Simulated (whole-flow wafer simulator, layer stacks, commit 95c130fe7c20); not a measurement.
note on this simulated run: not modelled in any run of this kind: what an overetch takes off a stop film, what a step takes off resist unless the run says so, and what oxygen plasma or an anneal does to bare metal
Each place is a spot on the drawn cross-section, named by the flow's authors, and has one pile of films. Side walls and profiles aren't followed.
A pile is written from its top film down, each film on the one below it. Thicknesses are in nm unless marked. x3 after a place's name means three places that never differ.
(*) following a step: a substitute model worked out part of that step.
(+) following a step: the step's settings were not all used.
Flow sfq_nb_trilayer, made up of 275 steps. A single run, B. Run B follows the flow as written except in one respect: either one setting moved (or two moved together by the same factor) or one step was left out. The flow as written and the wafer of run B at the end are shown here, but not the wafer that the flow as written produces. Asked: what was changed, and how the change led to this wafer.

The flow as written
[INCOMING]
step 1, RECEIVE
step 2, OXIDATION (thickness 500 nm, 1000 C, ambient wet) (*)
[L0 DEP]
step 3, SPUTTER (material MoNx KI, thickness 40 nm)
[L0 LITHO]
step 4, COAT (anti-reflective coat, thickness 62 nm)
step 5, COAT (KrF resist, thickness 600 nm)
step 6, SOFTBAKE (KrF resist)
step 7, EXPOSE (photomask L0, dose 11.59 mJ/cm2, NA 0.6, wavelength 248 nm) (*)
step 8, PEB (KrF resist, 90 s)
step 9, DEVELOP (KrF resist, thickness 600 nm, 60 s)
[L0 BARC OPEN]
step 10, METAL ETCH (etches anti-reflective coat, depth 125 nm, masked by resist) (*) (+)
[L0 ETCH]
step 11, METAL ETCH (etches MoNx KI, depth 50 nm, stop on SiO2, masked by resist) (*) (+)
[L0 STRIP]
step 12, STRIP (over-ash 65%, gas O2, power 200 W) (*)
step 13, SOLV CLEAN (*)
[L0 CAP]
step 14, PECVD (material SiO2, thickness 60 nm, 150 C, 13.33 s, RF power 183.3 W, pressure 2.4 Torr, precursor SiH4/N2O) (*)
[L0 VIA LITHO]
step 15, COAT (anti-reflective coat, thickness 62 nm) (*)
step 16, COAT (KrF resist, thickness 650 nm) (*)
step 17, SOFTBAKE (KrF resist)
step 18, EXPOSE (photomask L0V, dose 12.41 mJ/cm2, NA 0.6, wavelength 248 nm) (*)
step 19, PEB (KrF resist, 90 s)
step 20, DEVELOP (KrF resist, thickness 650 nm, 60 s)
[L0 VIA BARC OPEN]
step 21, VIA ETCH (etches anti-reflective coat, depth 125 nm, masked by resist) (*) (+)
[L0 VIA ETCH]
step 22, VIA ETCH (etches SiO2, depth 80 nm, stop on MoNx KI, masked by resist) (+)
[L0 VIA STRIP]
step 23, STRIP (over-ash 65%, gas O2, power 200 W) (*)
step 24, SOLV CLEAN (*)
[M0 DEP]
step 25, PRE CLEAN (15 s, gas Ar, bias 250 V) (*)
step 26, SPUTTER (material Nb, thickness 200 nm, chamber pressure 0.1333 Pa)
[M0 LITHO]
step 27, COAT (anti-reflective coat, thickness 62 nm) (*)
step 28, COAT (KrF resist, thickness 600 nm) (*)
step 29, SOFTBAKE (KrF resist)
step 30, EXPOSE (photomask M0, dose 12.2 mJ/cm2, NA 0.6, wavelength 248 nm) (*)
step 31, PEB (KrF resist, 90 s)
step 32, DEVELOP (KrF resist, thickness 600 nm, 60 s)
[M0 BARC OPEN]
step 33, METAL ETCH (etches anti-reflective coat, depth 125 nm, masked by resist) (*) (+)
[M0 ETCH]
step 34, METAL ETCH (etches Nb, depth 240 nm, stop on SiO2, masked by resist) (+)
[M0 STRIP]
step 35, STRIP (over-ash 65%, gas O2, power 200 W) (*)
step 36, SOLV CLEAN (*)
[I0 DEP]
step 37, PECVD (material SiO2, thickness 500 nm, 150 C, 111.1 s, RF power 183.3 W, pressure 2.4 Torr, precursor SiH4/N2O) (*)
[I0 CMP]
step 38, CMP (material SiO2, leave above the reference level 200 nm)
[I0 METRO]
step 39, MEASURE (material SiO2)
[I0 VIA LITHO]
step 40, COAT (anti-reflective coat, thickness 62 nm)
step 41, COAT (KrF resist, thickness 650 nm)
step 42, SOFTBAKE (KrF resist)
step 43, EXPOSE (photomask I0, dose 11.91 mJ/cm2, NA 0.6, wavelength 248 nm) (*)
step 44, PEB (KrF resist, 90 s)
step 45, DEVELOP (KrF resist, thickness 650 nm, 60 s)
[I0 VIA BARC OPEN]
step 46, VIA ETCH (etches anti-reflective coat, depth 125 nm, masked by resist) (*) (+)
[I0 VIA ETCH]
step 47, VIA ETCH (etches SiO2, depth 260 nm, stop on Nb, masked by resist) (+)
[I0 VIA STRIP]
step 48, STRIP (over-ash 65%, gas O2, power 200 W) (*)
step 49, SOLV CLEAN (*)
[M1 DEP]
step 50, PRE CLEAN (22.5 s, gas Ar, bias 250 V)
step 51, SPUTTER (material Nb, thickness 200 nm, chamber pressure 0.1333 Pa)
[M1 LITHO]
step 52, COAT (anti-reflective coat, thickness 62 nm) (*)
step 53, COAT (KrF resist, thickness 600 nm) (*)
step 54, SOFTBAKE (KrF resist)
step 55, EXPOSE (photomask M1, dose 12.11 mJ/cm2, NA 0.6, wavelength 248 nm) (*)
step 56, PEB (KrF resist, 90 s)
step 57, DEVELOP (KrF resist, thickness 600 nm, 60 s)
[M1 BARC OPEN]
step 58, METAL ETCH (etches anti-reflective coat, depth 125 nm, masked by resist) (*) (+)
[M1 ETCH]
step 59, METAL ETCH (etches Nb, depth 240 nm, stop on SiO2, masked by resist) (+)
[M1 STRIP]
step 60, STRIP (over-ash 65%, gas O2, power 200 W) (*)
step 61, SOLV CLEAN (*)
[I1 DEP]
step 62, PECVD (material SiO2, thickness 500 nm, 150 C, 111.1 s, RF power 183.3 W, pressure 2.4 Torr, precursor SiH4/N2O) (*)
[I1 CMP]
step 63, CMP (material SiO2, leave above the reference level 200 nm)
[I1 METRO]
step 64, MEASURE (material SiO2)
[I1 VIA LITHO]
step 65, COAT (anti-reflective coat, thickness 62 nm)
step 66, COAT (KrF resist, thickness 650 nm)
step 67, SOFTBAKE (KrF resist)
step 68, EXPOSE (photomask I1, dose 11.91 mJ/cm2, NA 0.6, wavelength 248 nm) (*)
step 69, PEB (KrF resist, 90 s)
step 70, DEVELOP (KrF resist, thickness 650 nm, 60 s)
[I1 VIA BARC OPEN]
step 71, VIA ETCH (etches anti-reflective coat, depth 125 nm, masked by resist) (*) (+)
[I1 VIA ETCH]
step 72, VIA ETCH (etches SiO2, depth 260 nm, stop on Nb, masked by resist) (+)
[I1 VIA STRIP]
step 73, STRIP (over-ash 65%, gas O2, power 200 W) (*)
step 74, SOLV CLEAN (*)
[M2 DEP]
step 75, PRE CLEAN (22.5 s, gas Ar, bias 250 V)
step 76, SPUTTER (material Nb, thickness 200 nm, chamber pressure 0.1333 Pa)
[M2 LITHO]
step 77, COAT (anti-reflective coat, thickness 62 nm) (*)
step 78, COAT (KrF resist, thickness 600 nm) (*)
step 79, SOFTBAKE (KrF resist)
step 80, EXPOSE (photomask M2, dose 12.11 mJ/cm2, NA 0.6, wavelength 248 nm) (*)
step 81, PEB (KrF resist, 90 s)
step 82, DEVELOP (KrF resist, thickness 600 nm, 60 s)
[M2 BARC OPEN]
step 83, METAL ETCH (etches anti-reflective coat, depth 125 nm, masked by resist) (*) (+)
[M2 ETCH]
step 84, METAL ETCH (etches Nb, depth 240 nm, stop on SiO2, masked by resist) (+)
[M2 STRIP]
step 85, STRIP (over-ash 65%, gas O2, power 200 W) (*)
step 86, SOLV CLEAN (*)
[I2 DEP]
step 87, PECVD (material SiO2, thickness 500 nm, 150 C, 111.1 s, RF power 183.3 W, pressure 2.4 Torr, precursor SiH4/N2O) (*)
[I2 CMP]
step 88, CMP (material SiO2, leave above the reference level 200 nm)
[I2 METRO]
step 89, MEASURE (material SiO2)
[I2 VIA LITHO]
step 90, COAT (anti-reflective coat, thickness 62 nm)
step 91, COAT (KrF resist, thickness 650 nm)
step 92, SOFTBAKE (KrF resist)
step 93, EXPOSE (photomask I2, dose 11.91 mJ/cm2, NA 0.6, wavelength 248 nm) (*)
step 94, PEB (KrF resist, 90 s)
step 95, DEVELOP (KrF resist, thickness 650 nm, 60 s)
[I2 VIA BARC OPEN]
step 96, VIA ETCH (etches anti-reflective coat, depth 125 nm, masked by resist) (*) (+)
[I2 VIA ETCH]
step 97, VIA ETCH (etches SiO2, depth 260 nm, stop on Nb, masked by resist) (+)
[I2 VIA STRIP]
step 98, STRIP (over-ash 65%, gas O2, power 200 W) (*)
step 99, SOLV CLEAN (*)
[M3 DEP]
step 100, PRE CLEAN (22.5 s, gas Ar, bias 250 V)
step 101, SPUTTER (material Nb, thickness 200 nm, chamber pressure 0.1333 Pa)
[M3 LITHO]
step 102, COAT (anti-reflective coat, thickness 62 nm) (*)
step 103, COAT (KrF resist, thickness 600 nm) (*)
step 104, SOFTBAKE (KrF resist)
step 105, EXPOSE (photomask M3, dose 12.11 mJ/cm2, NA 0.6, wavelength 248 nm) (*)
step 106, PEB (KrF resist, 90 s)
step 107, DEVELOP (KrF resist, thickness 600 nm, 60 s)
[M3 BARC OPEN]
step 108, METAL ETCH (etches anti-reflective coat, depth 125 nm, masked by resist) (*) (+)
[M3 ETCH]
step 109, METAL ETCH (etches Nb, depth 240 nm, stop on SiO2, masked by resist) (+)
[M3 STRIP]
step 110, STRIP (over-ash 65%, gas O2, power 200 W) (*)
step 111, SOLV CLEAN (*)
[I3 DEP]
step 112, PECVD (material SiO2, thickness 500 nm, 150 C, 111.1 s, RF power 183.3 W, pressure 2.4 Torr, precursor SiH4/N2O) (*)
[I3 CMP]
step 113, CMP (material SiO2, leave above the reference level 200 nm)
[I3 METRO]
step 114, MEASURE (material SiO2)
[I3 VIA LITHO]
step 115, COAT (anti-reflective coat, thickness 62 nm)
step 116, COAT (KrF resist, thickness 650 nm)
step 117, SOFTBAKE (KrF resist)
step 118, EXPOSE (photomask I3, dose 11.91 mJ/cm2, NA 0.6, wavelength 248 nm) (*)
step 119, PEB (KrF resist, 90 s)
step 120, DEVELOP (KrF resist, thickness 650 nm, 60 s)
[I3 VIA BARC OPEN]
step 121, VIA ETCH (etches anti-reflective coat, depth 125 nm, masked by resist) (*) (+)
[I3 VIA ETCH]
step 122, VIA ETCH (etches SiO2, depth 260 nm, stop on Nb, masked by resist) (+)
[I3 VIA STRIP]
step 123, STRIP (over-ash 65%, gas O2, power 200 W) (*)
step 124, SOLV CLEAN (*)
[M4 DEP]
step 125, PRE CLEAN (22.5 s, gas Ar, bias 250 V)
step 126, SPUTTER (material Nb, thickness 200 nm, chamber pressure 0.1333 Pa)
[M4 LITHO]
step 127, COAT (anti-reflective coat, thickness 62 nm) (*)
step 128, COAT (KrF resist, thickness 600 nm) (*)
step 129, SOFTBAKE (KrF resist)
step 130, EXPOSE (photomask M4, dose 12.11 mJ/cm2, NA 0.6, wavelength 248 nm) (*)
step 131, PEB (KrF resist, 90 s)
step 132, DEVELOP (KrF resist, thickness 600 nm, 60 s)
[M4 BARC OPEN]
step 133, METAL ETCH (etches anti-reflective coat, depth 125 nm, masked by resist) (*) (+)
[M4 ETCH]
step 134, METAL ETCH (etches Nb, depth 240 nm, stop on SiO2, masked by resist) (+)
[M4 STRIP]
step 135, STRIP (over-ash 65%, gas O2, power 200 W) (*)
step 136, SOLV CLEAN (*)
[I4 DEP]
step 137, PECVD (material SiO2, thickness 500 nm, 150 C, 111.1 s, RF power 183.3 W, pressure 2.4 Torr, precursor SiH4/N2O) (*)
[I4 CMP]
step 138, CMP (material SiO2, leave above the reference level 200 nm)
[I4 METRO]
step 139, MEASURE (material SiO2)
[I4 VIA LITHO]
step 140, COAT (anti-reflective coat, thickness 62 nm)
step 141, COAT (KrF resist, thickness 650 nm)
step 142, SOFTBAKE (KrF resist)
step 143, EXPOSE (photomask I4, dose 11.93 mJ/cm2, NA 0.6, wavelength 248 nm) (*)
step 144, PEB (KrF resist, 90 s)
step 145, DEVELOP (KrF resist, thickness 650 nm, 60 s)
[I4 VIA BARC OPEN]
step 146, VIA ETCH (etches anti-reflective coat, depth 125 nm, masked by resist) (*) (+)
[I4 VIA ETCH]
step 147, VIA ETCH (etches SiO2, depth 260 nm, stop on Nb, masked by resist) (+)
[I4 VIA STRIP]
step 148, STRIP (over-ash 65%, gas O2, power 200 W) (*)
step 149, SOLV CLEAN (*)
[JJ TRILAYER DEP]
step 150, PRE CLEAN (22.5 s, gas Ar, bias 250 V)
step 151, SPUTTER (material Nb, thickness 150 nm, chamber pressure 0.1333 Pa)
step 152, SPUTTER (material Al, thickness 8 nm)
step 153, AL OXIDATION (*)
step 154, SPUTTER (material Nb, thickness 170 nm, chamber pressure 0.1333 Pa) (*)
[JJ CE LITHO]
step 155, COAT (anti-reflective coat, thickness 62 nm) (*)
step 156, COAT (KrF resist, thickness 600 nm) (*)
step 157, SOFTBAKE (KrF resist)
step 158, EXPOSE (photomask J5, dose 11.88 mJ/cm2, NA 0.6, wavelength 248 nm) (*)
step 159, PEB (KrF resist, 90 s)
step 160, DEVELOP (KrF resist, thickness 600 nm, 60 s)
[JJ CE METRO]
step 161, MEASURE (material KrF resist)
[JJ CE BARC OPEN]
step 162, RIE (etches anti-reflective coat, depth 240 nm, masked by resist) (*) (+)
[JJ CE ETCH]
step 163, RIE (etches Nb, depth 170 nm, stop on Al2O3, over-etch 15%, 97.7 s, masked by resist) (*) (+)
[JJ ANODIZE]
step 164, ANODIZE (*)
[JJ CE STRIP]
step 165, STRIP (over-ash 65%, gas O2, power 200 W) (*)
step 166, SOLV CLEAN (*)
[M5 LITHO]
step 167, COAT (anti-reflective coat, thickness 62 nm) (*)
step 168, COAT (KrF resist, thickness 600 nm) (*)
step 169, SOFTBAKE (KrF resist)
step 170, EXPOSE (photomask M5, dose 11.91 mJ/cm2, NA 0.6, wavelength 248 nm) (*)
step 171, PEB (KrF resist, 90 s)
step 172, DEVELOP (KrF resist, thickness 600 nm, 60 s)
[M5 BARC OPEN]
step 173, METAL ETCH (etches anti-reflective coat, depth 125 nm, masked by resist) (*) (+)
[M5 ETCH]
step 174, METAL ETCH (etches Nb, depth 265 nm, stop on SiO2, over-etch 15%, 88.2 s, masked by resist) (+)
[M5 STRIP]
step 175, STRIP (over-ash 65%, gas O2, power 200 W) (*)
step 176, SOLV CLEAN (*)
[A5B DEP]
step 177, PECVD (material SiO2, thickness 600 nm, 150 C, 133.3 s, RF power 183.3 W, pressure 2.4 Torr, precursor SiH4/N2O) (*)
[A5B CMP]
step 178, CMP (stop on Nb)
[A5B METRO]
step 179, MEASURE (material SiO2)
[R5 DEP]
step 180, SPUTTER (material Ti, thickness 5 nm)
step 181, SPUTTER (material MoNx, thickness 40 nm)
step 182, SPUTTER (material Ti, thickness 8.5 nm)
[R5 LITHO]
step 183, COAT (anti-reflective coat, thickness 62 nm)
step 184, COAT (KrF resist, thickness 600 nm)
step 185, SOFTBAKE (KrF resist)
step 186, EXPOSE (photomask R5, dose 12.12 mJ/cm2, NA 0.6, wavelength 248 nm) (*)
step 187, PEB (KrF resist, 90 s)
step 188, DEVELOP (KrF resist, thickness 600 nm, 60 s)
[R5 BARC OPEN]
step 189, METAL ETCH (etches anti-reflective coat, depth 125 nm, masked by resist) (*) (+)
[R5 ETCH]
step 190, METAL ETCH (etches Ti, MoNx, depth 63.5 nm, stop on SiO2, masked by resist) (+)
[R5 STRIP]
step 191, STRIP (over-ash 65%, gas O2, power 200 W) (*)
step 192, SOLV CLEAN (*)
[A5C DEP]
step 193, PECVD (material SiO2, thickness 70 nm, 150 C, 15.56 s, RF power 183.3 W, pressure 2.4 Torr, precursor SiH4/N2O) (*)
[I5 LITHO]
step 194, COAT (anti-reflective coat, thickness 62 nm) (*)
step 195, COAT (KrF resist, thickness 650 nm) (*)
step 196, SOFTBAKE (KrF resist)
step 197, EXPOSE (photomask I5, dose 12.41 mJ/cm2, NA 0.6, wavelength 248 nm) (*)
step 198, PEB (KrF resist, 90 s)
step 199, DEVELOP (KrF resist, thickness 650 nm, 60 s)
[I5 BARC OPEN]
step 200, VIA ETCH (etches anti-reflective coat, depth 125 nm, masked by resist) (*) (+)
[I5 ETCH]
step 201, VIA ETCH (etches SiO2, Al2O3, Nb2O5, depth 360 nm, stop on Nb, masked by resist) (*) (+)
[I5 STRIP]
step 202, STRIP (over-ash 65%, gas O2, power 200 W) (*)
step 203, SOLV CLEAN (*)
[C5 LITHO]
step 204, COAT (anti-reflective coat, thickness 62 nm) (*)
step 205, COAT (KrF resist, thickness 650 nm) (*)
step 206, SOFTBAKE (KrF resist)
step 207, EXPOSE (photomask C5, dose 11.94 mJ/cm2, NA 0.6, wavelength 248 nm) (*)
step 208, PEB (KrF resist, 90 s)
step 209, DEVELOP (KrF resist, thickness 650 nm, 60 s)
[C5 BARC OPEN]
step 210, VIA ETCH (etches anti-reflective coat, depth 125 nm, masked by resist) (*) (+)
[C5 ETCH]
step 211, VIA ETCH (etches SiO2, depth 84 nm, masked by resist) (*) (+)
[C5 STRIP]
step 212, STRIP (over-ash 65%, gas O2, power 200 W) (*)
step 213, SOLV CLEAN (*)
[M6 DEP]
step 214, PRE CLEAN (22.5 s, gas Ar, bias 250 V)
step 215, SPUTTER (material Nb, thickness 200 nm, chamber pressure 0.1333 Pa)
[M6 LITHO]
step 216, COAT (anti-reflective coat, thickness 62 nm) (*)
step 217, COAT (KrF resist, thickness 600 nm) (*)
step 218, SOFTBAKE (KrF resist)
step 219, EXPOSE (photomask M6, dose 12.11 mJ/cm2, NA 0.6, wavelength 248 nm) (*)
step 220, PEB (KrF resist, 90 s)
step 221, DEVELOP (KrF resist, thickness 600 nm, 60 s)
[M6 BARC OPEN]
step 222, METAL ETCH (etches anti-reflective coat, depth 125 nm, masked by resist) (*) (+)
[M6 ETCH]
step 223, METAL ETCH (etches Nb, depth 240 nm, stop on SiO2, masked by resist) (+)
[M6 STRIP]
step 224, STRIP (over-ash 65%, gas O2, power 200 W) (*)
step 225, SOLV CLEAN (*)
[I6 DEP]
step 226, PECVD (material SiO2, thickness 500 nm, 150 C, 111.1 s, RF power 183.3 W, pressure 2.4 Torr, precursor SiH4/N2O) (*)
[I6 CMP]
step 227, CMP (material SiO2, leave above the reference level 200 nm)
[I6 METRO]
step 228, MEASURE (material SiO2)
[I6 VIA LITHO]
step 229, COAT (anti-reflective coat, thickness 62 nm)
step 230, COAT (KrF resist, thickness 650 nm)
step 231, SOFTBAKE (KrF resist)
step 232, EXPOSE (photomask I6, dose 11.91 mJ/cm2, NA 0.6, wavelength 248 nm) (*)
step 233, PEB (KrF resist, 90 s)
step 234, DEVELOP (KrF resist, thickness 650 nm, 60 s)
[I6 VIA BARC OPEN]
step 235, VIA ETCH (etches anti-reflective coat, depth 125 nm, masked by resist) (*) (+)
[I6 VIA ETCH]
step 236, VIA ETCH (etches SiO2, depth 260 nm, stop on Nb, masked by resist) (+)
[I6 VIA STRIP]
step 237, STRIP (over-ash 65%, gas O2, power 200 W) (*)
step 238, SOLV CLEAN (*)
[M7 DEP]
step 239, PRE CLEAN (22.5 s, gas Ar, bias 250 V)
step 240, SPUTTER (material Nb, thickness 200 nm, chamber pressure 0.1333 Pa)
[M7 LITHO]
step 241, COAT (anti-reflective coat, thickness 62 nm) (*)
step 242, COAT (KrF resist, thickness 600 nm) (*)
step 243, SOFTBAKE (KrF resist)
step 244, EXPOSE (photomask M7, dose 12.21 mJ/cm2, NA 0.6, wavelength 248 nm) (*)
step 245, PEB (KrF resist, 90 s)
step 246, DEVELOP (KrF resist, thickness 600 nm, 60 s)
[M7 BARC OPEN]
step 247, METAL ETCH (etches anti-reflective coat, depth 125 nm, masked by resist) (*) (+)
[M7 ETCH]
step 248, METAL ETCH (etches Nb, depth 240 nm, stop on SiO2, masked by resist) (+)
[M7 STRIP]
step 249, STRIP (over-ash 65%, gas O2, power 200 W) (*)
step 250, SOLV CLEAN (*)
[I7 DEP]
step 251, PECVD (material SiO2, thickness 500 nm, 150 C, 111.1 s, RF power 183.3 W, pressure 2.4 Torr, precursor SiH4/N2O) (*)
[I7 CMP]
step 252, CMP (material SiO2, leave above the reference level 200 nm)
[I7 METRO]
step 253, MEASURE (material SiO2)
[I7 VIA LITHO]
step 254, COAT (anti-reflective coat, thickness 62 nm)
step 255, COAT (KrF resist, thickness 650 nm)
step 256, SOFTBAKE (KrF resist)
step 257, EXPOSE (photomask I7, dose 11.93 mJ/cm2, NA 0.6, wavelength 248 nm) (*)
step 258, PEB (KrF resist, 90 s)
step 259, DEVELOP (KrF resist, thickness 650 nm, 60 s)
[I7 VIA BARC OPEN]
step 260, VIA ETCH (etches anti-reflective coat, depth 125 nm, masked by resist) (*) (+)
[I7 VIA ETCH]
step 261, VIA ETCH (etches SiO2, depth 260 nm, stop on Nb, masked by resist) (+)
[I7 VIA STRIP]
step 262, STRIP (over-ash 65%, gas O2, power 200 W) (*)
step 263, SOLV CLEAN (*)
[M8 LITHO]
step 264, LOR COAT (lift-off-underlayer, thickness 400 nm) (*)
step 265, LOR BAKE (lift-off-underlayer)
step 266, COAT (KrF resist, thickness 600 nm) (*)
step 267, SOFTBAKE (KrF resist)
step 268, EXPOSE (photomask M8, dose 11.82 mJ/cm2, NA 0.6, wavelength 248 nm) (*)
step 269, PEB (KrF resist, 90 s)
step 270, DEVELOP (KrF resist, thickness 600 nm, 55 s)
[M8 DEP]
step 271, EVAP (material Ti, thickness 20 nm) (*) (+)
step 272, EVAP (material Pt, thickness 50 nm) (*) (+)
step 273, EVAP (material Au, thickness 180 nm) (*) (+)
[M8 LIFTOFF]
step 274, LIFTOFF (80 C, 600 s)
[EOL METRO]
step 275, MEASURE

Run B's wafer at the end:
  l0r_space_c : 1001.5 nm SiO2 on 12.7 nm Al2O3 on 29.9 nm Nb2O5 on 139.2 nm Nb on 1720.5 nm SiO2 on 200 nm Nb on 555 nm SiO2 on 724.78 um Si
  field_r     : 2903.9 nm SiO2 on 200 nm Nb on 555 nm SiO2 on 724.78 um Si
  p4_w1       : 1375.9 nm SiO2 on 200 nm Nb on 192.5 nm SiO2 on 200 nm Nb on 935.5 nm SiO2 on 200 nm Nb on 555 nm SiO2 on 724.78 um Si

What caused this: step 38, CMP: leave above the reference level 158 nm was run, while the flow as written has leave above the reference level 200 nm.

The path from the change to this, step by step:
  step 38, CMP (material SiO2, leave above the reference level 200 nm)
      v_sur, via_wl, via_w and 94 more: SiO2 loses 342 (in the flow as written it would be: SiO2 loses 300)
      field_l, l0_sur, l0r_line_l, l0r_line_c, l0r_line_r: SiO2 loses 382 (in the flow as written it would be: SiO2 loses 340)
      (also at 4 further places)
  step 47, VIA ETCH (etches SiO2, depth 260 nm, stop on Nb, masked by resist) (+)
      field_l, v_sur, via_wl and 102 more: KrF resist loses 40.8 (in the flow as written it would be: KrF resist loses 44.8)
      via_w: SiO2 loses 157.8 (all of it) (in the flow as written it would be: SiO2 loses 199.8 (all of it))
  step 51, SPUTTER (material Nb, thickness 200 nm, chamber pressure 0.1333 Pa)
      via_w: Nb gains 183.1 (in the flow as written it would be: Nb gains 174.5)
  step 52, COAT (anti-reflective coat, thickness 62 nm) (*)
      via_w: anti-reflective coat gains 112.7 (new film) (in the flow as written it would be: anti-reflective coat gains 123.1 (new film))
      via_wr: anti-reflective coat gains 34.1 (new film) (in the flow as written it would be: anti-reflective coat gains 34.9 (new film))
  step 53, COAT (KrF resist, thickness 600 nm) (*)
      via_w: KrF resist gains 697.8 (new film) (in the flow as written it would be: KrF resist gains 731.8 (new film))
  step 60, STRIP (over-ash 65%, gas O2, power 200 W) (*)
      via_w: KrF resist loses 480 (all of it), anti-reflective coat loses 112.7 (all of it) (in the flow as written it would be: KrF resist loses 513.8 (all of it), anti-reflective coat loses 123.1 (all of it))
      via_wr: KrF resist loses 390 (all of it), anti-reflective coat loses 34.1 (all of it) (in the flow as written it would be: KrF resist loses 384.4 (all of it), anti-reflective coat loses 34.9 (all of it))
  step 62, PECVD (material SiO2, thickness 500 nm, 150 C, 111.1 s, RF power 183.3 W, pressure 2.4 Torr, precursor SiH4/N2O) (*)
      via_w: SiO2 gains 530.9 (new film) (in the flow as written it would be: SiO2 gains 606 (new film))
  step 63, CMP (material SiO2, leave above the reference level 200 nm)
      via_w: SiO2 loses 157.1 (in the flow as written it would be: SiO2 loses 181.6)
